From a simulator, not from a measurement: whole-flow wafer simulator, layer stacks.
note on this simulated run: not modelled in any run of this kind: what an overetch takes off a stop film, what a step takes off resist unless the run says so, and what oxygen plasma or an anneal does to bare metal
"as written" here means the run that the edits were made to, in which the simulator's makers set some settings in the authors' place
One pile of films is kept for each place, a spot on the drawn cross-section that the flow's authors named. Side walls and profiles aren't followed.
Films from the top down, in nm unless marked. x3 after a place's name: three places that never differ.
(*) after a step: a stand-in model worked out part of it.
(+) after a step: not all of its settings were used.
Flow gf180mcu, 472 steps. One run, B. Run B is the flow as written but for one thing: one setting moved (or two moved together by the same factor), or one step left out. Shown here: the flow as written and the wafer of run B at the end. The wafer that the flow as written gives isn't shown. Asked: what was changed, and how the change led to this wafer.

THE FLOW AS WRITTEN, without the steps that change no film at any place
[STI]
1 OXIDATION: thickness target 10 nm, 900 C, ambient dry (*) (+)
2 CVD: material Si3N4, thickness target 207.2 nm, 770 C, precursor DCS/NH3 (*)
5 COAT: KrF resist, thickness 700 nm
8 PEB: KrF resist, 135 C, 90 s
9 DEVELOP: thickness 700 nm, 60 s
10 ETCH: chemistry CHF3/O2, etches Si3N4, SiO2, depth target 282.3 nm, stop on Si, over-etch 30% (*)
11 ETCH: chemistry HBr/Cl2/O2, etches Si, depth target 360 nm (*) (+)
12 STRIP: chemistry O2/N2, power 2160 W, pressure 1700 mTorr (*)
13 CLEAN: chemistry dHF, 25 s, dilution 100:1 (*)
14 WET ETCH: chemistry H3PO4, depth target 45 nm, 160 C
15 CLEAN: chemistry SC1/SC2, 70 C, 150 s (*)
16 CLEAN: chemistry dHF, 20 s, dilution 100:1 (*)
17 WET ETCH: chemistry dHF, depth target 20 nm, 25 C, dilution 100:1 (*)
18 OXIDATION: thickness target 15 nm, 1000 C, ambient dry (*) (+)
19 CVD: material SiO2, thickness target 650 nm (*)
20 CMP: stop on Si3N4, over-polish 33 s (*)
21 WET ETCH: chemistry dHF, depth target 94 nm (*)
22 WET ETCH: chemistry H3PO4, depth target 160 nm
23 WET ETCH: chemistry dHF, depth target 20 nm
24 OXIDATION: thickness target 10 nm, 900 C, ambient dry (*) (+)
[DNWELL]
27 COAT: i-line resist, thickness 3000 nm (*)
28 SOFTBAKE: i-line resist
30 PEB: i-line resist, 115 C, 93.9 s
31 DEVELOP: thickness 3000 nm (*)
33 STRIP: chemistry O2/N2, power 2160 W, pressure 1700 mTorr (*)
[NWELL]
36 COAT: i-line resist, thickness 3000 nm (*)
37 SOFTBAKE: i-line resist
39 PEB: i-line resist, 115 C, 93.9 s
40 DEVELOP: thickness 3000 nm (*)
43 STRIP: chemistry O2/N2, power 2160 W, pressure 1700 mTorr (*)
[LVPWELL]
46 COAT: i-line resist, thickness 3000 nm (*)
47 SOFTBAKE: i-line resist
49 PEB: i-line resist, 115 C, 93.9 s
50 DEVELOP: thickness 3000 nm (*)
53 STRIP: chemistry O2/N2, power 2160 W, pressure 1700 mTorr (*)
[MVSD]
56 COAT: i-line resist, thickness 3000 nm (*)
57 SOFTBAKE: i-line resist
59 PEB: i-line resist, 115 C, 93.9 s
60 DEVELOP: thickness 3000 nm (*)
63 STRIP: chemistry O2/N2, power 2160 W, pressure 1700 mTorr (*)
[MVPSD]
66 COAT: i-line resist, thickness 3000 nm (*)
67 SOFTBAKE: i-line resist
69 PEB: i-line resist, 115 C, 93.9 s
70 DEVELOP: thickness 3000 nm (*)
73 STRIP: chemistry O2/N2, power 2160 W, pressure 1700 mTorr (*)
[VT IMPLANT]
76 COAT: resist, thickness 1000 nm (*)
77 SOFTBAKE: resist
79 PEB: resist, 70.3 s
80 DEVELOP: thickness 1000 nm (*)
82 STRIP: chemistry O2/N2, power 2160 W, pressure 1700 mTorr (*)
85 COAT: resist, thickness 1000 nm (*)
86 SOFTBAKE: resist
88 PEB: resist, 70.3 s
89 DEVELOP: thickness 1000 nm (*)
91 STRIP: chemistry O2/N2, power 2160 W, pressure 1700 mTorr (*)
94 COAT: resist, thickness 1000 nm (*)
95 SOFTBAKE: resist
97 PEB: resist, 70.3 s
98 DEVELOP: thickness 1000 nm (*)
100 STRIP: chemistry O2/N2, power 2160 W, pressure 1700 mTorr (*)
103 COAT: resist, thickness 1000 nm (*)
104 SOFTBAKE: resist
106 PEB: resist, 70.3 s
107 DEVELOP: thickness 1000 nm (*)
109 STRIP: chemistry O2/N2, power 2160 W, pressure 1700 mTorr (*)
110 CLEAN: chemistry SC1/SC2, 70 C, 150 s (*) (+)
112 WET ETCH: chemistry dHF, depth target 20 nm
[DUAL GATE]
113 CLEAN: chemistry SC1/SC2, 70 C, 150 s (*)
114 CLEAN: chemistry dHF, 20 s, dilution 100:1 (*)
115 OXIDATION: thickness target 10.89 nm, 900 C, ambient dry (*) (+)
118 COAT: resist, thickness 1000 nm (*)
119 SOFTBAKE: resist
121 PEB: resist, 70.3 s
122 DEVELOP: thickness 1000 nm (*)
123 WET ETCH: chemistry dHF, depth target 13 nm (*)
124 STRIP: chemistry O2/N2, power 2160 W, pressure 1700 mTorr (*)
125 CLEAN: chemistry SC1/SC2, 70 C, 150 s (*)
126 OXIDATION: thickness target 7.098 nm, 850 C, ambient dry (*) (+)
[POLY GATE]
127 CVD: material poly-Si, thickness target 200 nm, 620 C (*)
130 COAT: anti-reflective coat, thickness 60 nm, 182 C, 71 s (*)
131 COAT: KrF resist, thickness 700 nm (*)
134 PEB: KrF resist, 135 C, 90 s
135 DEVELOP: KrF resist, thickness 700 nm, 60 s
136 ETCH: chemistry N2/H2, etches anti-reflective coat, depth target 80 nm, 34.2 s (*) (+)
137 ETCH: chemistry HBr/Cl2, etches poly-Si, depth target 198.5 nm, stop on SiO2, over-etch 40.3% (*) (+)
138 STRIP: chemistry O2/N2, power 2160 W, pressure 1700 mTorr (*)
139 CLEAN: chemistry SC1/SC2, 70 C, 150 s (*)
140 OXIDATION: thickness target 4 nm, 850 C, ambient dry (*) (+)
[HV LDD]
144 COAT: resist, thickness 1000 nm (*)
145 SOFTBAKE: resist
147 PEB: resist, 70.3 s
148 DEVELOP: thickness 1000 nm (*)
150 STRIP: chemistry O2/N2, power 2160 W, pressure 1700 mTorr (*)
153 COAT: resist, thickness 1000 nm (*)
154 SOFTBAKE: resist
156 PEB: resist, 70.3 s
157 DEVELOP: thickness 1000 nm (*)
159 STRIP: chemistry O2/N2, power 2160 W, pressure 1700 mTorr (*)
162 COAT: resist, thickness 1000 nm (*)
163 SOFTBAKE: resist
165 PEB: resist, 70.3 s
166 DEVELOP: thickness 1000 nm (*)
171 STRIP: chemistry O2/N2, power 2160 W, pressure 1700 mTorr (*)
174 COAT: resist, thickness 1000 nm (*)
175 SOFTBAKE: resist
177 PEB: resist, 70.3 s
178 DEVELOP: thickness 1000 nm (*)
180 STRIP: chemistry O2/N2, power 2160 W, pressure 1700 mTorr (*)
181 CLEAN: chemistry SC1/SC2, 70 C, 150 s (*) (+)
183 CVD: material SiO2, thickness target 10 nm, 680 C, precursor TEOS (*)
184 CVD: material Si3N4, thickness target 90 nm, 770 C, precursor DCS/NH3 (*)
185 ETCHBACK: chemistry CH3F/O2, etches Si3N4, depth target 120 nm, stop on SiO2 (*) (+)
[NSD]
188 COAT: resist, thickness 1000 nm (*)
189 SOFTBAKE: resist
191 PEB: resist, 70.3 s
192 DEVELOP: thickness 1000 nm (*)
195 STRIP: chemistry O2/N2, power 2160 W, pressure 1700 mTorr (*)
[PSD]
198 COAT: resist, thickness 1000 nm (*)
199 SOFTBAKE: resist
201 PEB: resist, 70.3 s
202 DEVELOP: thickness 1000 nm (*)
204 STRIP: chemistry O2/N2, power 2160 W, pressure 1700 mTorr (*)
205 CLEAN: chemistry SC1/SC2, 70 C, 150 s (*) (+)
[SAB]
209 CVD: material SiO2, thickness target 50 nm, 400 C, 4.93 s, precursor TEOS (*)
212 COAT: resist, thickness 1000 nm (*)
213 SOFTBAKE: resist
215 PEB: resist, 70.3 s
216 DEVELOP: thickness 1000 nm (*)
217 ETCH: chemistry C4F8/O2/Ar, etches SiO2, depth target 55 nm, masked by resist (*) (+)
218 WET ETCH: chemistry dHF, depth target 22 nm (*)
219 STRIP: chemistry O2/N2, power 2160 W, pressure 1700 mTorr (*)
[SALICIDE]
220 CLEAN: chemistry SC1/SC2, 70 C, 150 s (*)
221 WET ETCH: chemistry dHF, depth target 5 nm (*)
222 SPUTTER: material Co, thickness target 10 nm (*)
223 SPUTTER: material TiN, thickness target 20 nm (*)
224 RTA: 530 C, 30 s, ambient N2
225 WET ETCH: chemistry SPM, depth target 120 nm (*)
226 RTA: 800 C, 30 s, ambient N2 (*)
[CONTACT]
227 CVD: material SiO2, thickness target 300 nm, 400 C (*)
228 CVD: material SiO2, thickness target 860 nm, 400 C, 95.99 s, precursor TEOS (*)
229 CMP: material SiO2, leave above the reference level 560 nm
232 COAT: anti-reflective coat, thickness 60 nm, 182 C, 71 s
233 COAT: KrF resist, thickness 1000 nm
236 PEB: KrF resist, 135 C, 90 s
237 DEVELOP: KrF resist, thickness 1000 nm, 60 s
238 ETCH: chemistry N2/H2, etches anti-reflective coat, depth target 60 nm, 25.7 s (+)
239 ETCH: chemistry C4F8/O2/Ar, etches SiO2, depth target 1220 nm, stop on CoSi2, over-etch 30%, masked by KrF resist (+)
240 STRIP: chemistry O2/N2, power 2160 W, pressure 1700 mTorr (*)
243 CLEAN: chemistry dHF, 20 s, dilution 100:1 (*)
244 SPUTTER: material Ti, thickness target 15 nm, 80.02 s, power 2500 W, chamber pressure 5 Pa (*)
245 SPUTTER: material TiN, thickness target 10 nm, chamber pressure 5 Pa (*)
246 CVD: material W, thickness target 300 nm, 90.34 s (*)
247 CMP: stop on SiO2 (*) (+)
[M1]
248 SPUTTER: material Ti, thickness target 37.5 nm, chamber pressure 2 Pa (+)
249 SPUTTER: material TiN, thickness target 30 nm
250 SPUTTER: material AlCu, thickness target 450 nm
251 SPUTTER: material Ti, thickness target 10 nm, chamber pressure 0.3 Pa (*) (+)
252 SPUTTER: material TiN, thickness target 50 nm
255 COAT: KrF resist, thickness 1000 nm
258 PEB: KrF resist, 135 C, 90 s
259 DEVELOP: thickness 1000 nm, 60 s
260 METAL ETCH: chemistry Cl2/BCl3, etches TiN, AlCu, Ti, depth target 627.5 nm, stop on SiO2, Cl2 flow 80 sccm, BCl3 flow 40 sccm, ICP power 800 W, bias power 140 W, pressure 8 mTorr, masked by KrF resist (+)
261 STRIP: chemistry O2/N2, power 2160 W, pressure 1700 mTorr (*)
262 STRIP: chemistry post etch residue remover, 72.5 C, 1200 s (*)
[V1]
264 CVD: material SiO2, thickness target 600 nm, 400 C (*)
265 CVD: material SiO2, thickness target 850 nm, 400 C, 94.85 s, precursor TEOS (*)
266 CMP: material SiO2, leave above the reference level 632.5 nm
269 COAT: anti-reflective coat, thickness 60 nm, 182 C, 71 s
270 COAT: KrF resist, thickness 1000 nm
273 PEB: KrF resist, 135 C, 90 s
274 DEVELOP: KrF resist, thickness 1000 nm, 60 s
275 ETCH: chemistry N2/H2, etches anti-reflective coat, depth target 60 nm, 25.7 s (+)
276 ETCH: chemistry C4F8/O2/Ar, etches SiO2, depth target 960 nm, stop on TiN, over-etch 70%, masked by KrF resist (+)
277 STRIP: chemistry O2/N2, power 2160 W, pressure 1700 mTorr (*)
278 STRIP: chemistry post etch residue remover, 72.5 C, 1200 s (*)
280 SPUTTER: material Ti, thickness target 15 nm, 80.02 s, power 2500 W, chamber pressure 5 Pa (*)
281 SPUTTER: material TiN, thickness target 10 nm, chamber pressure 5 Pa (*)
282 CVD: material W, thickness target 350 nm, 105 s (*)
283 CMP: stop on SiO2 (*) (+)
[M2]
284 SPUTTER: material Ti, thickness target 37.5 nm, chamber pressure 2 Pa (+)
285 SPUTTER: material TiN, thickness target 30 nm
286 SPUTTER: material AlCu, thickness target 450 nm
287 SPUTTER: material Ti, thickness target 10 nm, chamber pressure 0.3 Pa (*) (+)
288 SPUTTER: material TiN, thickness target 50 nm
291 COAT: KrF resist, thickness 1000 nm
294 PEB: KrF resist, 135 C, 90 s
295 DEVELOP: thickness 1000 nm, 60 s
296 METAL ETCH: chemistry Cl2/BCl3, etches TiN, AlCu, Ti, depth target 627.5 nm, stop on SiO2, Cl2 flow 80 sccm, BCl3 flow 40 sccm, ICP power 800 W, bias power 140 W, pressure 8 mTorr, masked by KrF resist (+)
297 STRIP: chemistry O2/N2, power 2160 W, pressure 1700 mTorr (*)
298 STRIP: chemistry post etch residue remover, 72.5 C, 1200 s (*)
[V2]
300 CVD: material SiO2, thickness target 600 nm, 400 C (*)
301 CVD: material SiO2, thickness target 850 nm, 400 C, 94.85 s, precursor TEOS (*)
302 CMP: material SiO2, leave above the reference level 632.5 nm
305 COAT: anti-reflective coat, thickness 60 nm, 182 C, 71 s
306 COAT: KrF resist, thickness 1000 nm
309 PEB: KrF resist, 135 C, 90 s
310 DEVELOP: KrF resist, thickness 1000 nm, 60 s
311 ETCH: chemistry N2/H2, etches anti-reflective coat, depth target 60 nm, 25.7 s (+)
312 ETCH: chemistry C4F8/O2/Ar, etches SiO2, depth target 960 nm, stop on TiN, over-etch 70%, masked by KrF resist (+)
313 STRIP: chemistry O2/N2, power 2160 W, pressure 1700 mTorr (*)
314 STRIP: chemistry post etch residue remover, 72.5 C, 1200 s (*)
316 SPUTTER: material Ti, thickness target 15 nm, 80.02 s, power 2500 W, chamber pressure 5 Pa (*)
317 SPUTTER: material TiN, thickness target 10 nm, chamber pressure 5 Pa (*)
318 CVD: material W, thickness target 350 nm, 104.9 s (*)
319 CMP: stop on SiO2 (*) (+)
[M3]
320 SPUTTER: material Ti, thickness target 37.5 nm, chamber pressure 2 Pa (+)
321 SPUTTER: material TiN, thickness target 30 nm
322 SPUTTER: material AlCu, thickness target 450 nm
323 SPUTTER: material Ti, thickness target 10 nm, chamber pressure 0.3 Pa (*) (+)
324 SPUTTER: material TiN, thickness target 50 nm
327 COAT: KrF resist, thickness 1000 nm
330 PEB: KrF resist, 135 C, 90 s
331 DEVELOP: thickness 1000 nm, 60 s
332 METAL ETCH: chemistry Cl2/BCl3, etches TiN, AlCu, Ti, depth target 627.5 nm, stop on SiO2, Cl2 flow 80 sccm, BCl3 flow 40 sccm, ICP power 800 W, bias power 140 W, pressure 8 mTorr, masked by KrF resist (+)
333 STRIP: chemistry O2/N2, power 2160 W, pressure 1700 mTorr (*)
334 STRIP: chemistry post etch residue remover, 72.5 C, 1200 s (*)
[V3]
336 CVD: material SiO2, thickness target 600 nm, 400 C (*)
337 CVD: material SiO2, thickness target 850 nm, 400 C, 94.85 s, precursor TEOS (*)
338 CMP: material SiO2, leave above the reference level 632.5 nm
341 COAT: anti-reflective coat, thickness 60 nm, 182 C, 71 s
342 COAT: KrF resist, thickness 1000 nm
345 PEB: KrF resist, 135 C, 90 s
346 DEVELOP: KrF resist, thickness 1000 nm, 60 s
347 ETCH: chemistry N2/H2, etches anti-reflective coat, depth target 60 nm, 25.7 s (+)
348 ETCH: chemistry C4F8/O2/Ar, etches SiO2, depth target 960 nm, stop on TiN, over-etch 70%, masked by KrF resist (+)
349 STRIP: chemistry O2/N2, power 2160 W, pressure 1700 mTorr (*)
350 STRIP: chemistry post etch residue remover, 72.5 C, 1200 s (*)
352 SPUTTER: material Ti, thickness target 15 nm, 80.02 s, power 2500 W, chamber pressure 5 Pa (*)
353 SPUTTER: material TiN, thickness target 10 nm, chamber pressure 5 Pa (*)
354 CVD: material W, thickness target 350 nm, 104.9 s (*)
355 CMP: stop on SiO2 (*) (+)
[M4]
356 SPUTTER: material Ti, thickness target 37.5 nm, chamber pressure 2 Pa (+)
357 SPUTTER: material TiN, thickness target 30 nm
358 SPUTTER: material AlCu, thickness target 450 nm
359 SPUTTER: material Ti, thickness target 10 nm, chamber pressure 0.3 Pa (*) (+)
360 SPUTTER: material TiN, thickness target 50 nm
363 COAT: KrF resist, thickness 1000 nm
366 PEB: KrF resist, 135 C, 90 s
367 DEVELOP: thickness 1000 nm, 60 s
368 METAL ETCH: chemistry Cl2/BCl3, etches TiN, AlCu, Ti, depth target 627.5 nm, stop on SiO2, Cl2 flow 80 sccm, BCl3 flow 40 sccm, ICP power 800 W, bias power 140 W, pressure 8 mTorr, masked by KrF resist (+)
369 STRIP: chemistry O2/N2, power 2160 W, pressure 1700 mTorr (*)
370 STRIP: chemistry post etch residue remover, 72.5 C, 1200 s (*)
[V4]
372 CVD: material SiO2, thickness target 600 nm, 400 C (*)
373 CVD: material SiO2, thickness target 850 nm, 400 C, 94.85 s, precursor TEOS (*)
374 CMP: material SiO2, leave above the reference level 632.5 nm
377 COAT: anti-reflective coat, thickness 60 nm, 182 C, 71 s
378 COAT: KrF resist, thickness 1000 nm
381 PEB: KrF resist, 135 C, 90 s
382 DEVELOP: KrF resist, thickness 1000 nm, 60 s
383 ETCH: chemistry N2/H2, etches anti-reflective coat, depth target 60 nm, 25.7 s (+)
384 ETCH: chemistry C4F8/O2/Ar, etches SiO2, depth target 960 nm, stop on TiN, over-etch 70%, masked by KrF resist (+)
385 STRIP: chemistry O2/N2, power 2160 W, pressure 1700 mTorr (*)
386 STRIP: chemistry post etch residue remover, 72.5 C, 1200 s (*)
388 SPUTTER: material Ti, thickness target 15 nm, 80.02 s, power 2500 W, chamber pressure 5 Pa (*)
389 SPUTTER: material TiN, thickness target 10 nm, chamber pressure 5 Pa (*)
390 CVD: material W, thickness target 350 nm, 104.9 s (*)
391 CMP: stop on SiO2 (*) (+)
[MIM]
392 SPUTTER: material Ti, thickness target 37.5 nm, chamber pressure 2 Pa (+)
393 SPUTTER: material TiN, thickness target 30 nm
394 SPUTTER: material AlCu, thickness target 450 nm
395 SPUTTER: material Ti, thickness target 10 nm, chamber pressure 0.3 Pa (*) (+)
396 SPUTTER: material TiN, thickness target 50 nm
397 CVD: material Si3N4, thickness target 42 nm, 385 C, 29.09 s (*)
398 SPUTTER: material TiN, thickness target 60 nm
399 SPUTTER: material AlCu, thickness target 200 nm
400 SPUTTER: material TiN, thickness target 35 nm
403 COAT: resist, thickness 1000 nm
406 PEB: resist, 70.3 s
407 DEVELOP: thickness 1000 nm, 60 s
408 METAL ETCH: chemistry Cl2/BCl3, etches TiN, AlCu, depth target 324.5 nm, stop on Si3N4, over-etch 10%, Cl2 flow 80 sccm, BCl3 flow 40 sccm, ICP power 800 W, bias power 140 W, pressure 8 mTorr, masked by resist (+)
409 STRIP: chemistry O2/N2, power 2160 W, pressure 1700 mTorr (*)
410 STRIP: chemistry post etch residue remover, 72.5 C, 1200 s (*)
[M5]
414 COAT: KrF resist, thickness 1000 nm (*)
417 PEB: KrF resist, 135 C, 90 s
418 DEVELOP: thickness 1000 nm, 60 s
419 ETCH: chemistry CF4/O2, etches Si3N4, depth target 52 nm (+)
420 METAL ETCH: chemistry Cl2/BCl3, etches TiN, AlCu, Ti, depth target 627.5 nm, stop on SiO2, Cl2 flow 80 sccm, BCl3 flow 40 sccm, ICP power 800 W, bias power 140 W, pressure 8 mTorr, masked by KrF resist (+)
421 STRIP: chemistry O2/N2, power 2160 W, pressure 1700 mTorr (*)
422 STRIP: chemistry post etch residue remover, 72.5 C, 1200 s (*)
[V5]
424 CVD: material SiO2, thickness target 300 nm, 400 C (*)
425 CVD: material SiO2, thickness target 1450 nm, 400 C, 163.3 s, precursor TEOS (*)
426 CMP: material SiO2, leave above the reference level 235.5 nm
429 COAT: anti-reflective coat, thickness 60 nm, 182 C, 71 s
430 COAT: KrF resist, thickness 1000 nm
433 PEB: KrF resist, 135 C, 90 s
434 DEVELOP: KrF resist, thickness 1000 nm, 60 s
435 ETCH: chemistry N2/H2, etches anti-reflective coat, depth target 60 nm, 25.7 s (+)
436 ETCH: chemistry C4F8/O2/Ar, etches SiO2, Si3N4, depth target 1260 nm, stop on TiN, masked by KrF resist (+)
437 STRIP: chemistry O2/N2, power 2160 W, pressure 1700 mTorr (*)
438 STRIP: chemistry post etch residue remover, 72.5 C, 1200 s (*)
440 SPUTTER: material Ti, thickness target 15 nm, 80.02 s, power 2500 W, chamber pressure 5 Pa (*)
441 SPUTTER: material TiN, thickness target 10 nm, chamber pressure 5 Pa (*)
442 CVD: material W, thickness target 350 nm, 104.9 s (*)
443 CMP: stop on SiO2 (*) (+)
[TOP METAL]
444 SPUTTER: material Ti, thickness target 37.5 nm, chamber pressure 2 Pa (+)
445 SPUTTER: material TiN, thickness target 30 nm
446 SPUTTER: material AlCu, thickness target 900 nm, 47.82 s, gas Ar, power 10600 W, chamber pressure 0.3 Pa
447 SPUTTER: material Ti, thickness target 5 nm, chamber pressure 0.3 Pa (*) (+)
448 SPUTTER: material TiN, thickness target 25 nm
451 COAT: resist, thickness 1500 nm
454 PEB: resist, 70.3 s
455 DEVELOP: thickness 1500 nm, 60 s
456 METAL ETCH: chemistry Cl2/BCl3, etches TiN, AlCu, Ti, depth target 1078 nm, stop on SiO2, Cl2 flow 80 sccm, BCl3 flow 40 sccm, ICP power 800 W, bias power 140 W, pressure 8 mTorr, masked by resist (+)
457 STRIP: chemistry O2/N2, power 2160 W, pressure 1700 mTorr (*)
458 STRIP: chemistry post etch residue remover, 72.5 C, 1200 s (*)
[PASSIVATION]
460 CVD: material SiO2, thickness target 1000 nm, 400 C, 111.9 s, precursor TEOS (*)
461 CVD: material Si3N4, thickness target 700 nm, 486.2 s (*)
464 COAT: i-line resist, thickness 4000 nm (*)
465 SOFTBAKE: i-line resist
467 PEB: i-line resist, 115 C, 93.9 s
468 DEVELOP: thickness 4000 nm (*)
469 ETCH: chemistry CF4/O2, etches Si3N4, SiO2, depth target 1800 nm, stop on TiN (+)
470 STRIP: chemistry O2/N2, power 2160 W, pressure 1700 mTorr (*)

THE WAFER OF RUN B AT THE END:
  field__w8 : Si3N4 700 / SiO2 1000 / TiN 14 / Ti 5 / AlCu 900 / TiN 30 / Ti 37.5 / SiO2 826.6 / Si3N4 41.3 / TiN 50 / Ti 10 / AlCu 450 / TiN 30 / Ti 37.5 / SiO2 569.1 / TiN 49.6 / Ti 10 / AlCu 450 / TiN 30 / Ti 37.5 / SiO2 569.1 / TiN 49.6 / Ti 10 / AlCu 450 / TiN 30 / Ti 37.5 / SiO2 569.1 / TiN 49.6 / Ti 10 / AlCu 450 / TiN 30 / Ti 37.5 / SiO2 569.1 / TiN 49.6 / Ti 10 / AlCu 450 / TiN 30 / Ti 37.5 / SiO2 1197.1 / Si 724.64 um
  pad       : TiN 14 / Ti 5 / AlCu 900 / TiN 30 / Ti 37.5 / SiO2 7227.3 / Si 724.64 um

The cause: step 448, SPUTTER: thickness target 14.4 nm was run, where the flow has thickness target 25 nm.

How the change led to this, step by step:
  448 SPUTTER: material TiN, thickness target 25 nm
      field, field__w1, field__w2 and 109 more: TiN +14.4 (new film) (as written it would be: TiN +25 (new film))
  456 METAL ETCH: chemistry Cl2/BCl3, etches TiN, AlCu, Ti, depth target 1078 nm, stop on SiO2, Cl2 flow 80 sccm, BCl3 flow 40 sccm, ICP power 800 W, bias power 140 W, pressure 8 mTorr, masked by resist (+)
      field, field__w1, field__w2 and 103 more: TiN -14.4 (all of it), Ti -5 (all of it), AlCu -900 (all of it), TiN -30 (all of it), Ti -37.5 (all of it) (as written it would be: TiN -25 (all of it), Ti -5 (all of it), AlCu -900 (all of it), TiN -30 (all of it), Ti -37.5 (all of it))
